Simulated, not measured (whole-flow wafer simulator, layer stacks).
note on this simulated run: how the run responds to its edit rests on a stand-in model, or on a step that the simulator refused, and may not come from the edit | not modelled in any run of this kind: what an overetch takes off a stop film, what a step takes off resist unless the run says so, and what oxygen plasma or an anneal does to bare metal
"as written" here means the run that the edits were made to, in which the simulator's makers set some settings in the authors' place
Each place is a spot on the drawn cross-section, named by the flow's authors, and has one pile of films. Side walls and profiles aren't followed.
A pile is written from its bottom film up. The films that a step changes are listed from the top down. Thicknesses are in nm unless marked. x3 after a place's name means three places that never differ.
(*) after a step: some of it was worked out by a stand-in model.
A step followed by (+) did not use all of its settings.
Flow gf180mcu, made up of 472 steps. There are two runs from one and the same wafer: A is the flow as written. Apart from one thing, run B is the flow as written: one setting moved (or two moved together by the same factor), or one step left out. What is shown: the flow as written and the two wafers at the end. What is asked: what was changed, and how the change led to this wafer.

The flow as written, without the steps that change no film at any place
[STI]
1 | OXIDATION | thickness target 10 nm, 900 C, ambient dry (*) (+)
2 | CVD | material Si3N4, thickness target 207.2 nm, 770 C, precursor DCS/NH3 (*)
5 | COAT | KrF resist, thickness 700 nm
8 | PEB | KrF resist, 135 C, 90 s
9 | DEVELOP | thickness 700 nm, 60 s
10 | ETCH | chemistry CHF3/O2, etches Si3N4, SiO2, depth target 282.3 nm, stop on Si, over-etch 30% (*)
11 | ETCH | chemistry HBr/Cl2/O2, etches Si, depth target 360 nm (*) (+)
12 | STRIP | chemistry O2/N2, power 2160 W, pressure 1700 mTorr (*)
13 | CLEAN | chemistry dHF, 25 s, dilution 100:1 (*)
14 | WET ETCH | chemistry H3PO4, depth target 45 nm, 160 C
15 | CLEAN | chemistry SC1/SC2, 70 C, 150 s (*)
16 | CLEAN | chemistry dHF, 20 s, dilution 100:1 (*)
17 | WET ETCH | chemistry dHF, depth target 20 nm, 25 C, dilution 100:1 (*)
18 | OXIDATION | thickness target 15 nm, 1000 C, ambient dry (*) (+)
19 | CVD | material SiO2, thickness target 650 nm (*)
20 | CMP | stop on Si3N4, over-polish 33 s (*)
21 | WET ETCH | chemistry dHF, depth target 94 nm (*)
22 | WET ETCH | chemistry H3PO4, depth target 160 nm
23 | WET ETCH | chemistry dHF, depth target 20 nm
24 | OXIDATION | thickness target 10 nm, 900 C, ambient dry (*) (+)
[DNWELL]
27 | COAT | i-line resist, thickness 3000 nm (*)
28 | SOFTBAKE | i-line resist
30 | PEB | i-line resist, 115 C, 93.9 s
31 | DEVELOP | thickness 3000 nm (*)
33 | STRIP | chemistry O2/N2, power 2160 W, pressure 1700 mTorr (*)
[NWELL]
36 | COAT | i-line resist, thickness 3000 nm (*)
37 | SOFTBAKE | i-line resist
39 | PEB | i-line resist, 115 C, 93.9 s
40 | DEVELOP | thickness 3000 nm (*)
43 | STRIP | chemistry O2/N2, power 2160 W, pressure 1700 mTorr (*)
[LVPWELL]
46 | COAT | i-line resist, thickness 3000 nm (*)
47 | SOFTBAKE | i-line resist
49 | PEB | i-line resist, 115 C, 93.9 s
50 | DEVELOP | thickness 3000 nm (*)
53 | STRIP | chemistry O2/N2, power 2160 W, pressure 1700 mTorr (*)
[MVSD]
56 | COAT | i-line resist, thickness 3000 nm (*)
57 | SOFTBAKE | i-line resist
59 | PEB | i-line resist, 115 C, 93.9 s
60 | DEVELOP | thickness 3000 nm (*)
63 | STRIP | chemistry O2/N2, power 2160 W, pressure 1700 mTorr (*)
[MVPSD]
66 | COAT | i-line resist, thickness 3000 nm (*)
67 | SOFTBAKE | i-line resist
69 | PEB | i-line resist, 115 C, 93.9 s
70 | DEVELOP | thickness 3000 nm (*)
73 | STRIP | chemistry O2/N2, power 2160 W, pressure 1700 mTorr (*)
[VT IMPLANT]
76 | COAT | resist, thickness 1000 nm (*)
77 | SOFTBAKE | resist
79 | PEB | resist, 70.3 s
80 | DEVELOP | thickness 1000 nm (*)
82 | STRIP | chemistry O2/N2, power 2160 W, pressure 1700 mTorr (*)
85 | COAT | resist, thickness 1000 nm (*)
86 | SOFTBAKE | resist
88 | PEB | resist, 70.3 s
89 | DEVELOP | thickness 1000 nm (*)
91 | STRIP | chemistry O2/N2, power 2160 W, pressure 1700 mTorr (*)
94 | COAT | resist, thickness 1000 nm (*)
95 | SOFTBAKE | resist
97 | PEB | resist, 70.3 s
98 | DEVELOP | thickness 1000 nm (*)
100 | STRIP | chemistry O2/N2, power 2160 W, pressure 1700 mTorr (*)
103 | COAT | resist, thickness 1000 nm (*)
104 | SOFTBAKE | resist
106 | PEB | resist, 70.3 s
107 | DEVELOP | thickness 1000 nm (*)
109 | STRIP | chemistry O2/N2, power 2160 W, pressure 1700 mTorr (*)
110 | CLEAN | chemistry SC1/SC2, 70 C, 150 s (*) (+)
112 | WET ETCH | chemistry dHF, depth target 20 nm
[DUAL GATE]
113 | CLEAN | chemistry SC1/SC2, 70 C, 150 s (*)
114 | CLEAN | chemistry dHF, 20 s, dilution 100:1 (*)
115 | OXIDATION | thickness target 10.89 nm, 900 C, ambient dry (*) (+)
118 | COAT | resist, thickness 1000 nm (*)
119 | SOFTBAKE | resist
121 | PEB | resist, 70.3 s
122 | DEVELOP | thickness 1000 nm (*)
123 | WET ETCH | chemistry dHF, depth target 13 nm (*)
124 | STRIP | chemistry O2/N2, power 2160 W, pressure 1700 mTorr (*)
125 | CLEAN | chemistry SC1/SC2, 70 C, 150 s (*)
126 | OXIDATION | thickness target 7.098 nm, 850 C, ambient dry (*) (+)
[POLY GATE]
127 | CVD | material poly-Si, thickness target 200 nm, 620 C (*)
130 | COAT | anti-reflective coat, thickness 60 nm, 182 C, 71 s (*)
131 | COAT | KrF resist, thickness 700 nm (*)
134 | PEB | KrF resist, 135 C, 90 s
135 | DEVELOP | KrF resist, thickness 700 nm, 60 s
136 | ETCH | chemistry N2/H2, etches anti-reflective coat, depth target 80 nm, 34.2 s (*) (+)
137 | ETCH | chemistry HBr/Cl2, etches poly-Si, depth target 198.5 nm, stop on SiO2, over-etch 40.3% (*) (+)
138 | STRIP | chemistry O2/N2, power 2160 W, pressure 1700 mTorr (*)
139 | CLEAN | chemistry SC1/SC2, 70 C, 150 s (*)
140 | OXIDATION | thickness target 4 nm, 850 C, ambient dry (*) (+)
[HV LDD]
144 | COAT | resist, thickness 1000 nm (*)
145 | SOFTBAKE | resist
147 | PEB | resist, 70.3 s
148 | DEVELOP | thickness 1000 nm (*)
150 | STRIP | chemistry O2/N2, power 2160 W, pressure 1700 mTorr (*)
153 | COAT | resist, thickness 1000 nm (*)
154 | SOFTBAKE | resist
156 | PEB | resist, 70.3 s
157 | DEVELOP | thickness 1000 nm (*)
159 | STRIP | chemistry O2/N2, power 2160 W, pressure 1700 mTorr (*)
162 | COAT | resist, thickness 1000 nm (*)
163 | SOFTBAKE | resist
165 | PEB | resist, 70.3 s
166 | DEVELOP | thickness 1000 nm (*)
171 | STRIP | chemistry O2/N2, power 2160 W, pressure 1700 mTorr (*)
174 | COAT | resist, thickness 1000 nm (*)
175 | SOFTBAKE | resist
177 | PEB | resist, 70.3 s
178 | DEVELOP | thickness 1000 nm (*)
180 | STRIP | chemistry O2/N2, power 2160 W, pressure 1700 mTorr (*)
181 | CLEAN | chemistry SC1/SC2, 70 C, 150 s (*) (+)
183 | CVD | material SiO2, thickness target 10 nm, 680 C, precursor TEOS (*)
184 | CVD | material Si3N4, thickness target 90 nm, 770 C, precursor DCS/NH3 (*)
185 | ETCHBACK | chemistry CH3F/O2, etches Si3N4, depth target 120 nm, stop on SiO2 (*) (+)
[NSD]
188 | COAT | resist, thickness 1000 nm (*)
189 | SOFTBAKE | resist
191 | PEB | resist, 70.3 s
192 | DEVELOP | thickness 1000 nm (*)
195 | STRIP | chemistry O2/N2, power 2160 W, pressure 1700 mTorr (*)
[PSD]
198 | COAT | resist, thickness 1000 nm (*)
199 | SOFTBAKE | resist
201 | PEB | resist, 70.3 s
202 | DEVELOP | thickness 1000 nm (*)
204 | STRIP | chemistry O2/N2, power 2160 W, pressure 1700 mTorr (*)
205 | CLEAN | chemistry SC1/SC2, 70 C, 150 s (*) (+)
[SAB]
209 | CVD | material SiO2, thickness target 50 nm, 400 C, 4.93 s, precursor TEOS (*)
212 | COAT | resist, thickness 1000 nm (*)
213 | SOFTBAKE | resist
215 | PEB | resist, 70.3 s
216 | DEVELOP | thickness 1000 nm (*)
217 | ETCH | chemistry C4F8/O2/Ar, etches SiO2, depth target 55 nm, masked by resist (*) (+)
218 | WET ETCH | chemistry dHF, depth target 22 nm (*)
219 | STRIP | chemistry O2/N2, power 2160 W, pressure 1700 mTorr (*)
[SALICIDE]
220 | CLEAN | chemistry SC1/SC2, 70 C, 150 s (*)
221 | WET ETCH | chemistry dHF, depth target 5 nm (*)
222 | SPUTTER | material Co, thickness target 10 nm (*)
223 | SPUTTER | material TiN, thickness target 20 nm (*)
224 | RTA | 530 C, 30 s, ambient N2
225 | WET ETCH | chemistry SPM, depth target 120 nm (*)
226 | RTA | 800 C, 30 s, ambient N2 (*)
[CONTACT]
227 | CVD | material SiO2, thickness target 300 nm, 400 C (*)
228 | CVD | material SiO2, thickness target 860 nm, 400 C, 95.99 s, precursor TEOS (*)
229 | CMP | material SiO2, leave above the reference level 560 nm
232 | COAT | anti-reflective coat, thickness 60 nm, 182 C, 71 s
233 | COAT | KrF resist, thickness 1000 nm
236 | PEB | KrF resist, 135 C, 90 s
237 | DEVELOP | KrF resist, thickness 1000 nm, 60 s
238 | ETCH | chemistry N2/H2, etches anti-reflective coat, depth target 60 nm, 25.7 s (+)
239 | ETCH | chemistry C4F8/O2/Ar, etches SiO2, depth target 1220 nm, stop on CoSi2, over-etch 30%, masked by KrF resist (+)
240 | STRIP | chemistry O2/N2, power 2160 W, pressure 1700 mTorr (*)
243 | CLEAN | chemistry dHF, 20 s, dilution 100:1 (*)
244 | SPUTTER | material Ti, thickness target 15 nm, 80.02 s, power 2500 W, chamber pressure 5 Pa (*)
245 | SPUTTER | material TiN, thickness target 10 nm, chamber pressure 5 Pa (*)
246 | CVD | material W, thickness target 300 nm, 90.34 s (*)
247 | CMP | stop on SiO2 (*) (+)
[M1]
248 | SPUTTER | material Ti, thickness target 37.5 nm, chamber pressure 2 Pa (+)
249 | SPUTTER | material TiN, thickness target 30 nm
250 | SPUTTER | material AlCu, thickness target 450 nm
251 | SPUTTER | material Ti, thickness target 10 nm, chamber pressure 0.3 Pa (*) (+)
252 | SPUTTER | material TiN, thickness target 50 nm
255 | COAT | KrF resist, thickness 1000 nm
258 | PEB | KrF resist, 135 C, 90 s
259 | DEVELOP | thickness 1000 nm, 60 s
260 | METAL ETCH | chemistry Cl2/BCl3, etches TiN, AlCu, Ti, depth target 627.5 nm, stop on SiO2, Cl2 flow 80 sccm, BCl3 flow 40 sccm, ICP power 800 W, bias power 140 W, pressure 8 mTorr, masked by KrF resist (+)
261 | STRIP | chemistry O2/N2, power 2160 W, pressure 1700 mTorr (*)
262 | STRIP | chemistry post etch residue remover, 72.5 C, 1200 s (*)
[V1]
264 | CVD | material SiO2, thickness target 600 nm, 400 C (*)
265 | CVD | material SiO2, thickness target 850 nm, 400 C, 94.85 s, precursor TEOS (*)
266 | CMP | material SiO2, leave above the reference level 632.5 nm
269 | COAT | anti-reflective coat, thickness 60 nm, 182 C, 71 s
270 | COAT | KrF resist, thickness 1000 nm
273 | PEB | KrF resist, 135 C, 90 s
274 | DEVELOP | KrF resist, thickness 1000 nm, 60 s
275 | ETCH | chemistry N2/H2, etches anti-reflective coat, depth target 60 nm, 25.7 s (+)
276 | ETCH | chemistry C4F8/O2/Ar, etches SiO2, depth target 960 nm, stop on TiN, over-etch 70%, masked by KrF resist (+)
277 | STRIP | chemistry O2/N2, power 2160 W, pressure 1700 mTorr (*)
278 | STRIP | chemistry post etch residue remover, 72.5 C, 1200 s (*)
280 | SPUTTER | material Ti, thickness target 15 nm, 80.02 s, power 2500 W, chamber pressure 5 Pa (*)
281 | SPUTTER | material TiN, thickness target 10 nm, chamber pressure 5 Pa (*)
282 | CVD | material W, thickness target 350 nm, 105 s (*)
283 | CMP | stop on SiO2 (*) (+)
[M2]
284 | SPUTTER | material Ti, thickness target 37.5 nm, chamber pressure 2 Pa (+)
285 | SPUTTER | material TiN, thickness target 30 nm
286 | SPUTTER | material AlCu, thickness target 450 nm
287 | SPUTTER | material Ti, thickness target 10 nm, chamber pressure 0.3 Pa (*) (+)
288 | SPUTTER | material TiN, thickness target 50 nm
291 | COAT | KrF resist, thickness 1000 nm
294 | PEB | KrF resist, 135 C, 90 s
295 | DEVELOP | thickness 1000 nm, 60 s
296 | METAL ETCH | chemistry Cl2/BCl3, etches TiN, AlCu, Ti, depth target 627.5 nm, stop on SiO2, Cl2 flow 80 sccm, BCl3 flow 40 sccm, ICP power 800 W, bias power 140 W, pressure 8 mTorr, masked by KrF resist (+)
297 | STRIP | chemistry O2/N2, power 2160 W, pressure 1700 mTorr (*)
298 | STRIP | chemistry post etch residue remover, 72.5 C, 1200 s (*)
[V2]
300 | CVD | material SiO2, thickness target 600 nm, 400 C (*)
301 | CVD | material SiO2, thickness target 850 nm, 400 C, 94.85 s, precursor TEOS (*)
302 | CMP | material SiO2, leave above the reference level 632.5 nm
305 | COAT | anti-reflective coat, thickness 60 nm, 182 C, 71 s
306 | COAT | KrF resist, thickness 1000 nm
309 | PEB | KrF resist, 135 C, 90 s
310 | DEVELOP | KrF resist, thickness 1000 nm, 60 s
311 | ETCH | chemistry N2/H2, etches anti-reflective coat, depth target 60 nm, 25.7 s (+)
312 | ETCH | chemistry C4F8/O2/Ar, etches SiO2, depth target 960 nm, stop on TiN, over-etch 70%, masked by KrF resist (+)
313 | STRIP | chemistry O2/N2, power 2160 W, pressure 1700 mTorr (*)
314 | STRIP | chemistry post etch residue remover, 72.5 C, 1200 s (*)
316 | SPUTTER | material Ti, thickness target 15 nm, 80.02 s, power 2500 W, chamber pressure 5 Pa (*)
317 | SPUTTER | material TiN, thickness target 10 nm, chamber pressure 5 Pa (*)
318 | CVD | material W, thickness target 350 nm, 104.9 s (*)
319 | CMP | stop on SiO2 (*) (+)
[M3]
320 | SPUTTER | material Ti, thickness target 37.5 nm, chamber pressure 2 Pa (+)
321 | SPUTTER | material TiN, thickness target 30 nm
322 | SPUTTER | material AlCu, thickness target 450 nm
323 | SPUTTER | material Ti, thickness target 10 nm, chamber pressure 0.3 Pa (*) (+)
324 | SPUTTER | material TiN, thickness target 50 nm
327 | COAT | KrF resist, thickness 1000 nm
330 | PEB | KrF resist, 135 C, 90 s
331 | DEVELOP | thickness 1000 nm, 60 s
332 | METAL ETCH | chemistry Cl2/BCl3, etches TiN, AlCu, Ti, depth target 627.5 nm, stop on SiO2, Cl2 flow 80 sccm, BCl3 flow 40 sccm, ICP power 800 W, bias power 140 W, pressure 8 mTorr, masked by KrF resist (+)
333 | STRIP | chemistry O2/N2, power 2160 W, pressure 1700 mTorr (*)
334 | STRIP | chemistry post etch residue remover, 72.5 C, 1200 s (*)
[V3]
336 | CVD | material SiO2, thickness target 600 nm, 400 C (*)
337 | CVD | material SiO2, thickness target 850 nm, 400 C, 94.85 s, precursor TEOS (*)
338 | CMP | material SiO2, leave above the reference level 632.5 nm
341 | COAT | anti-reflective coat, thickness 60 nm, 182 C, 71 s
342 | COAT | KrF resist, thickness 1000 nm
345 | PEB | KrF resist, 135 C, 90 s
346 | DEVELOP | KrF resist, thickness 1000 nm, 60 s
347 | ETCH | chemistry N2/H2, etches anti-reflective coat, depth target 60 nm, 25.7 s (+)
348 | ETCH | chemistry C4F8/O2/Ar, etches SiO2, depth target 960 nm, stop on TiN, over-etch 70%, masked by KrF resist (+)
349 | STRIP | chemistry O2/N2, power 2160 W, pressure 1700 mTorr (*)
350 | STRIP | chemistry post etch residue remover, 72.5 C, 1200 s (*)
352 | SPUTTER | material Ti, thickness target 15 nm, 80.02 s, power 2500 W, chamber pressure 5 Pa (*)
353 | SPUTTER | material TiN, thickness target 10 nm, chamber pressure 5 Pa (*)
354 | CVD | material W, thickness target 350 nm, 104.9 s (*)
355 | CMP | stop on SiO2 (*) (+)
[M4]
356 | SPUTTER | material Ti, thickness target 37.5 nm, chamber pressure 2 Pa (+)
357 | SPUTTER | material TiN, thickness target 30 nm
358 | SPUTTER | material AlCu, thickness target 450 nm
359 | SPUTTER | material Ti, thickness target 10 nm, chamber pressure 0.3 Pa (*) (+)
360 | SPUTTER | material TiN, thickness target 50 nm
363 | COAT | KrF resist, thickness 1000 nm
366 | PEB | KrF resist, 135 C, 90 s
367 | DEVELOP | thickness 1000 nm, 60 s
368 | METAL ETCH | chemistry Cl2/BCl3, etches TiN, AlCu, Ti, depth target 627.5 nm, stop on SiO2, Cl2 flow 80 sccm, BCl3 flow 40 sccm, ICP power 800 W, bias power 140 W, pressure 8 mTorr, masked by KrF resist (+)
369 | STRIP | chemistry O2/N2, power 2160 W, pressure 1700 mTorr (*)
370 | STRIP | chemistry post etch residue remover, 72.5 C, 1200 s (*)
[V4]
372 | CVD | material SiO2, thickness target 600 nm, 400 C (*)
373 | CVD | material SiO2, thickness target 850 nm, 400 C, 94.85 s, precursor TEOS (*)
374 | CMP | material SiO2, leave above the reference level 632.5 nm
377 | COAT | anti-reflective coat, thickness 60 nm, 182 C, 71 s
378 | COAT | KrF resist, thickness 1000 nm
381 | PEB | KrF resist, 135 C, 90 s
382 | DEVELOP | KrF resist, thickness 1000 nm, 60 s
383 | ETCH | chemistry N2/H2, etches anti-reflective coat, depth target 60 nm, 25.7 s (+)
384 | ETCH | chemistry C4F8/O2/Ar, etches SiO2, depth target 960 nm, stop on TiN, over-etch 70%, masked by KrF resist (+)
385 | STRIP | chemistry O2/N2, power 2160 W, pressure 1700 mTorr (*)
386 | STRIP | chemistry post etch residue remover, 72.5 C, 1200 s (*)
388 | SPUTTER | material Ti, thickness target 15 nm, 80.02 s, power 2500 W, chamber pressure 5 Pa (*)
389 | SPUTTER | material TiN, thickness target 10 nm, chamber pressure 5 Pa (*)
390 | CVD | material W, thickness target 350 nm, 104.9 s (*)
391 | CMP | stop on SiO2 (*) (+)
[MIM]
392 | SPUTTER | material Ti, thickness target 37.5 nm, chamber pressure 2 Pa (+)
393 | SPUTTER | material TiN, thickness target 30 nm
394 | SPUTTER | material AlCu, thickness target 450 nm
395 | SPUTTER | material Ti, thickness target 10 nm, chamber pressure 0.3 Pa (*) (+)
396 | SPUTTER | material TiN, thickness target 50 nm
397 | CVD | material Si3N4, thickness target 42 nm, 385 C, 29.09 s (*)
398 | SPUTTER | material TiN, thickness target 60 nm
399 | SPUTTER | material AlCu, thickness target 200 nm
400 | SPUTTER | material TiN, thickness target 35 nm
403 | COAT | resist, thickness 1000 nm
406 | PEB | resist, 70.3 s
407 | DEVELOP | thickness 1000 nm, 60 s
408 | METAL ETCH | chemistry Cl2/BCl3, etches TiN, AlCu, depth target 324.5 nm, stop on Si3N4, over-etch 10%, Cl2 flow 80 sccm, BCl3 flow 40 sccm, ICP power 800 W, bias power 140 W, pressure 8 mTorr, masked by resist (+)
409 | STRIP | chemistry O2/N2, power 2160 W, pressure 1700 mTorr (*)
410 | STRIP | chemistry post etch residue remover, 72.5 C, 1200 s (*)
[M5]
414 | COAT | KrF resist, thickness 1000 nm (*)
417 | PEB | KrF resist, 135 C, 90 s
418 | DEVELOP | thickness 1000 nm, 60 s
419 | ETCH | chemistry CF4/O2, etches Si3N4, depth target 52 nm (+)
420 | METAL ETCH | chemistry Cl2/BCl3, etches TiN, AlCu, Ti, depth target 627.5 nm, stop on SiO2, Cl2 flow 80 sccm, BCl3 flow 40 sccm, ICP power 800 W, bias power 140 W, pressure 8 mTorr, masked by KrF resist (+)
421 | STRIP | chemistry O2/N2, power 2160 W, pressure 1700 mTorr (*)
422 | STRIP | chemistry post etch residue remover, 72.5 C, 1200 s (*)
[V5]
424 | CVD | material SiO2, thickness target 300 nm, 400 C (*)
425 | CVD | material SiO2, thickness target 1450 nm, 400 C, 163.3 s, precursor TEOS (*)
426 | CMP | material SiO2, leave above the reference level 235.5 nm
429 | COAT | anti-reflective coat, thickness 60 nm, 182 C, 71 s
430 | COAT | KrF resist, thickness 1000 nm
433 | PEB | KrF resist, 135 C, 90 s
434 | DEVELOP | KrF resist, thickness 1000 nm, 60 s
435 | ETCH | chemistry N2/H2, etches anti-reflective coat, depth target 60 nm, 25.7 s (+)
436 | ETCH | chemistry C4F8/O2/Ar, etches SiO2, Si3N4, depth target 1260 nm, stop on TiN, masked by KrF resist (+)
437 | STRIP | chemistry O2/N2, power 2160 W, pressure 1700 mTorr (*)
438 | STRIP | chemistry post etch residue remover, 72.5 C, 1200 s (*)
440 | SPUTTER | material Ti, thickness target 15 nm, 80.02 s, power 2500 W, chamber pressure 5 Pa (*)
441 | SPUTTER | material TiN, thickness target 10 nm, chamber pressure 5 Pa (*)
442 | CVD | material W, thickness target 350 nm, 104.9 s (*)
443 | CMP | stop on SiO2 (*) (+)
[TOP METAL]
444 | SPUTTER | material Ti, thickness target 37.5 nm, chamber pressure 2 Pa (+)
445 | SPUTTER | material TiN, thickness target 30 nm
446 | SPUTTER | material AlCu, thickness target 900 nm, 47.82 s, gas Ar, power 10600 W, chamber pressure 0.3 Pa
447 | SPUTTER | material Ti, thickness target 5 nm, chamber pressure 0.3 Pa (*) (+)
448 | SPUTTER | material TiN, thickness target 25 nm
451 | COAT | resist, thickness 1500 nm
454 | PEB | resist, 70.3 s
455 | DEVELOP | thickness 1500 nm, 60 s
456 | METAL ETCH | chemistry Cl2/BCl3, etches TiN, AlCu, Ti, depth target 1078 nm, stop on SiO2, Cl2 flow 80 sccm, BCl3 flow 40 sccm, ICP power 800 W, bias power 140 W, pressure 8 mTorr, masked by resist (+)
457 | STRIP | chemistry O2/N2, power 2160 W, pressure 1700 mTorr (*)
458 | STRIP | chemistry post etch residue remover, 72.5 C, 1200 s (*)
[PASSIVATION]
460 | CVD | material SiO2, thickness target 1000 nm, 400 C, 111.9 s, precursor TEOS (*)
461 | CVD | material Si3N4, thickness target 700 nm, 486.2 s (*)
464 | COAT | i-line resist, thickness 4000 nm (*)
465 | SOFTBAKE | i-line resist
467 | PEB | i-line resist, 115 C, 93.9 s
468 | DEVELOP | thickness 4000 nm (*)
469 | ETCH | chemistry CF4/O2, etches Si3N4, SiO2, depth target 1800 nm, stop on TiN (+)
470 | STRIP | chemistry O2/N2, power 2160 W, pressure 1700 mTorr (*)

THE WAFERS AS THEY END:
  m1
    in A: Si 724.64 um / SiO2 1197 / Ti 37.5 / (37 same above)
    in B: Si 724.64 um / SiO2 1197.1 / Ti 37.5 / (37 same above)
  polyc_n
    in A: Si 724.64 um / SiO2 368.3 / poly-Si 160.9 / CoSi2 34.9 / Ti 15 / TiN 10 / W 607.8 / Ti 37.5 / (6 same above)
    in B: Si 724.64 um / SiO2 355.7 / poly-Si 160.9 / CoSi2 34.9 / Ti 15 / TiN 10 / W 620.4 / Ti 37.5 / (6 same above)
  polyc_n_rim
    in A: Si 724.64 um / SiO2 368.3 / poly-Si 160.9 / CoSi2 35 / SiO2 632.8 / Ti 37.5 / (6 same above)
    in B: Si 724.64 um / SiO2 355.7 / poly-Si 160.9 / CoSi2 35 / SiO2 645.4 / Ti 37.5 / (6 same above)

The reason: step 112, WET ETCH: depth target 31.5 nm was run, whereas the flow has depth target 20 nm.

Step by step, how the change led to this:
  112 | WET ETCH | chemistry dHF, depth target 20 nm
      field, field__w2, field__w3 and 36 more: A SiO2 loses 22 | B SiO2 loses 34.7
      field_sub, mim_1p0, pad, dice_street, iso_fld_sub, ldn_fld, ldp_fld: A SiO2 loses 22 | B SiO2 loses 34.6
  119 | SOFTBAKE | resist
      field_sub: A resist loses 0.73 | B resist loses 0.16
      field_sub__w2: A resist loses 0.62 | B resist loses 0.11
      (as well as at 3 more places)
  130 | COAT | anti-reflective coat, thickness 60 nm, 182 C, 71 s (*)
      p_well, spacer, sd_n: A anti-reflective coat gains 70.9 (new film) | B anti-reflective coat gains 58.7 (new film)
      ldn_ch, ldp_ch: A anti-reflective coat gains 66.7 (new film) | B anti-reflective coat gains 62.4 (new film)
      (as well as at 71 more places)
  136 | ETCH | chemistry N2/H2, etches anti-reflective coat, depth target 80 nm, 34.2 s (*) (+)
      p_well, spacer, sd_n: A anti-reflective coat loses 70.9 (all of it), poly-Si loses 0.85 | B anti-reflective coat loses 58.7 (all of it), poly-Si loses 1.16
      ldn_dft, ldp_dft: A anti-reflective coat loses 48.7 (all of it), poly-Si loses 1.42 | B anti-reflective coat loses 55.4 (all of it), poly-Si loses 1.25
      (as well as at 50 more places)
  138 | STRIP | chemistry O2/N2, power 2160 W, pressure 1700 mTorr (*)
      gate: A chemical SiO2 gains 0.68 (new film), KrF resist loses 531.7 (all of it), anti-reflective coat loses 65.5 (all of it), poly-Si loses 0.3 | B chemical SiO2 gains 0.69 (new film), KrF resist loses 530.1 (all of it), anti-reflective coat loses 60 (all of it), poly-Si loses 0.3
      gate_hv: A chemical SiO2 gains 0.68 (new film), KrF resist loses 528.4 (all of it), anti-reflective coat loses 61 (all of it), poly-Si loses 0.3 | B chemical SiO2 gains 0.69 (new film), KrF resist loses 525.2 (all of it), anti-reflective coat loses 59.1 (all of it), poly-Si loses 0.3
      (as well as at 19 more places)
  144 | COAT | resist, thickness 1000 nm (*)
      field__w6: A resist gains 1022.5 (new film) | B resist gains 1052.5 (new film)
  145 | SOFTBAKE | resist
      field: A resist loses 0.3 | B resist gains 2.84
      nw_enc_fld_lv__w3: A resist gains 2.63 | B resist loses 0.96
      (as well as at 9 more places)
  147 | PEB | resist, 70.3 s
      field__w6: A resist loses 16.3 | B resist loses 17.1
  150 | STRIP | chemistry O2/N2, power 2160 W, pressure 1700 mTorr (*)
      field__w6: A resist loses 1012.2 (all of it) | B resist loses 1045.6 (all of it)
  153 | COAT | resist, thickness 1000 nm (*)
      field__w6: A resist gains 1022.5 (new film) | B resist gains 1052.5 (new film)
  154 | SOFTBAKE | resist
      field: A resist loses 0.3 | B resist gains 2.84
      nw_enc_fld_lv__w3: A resist gains 2.63 | B resist loses 0.96
      (as well as at 9 more places)
  156 | PEB | resist, 70.3 s
      field__w6: A resist loses 16.3 | B resist loses 17.1
  159 | STRIP | chemistry O2/N2, power 2160 W, pressure 1700 mTorr (*)
      field__w6: A resist loses 1012.2 (all of it) | B resist loses 1045.6 (all of it)
  162 | COAT | resist, thickness 1000 nm (*)
      field__w6: A resist gains 1022.5 (new film) | B resist gains 1052.5 (new film)
  163 | SOFTBAKE | resist
      field: A resist loses 0.3 | B resist gains 2.84
      nw_enc_fld_lv__w3: A resist gains 2.63 | B resist loses 0.96
      (as well as at 9 more places)
  165 | PEB | resist, 70.3 s
      field__w6: A resist loses 16.3 | B resist loses 17.1
  ... another 11 steps ...
  229 | CMP | material SiO2, leave above the reference level 560 nm
      ldn_sep__w1, ldn_sep__w2, ldn_dft and 8 more: A SiO2 loses 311 | B SiO2 loses 298.4
      sti, mim_1p0, pad, dice_street, iso_nw_fld, iso_fld_sub: A SiO2 loses 296.8 | B SiO2 loses 284.2
      (as well as at 50 more places)
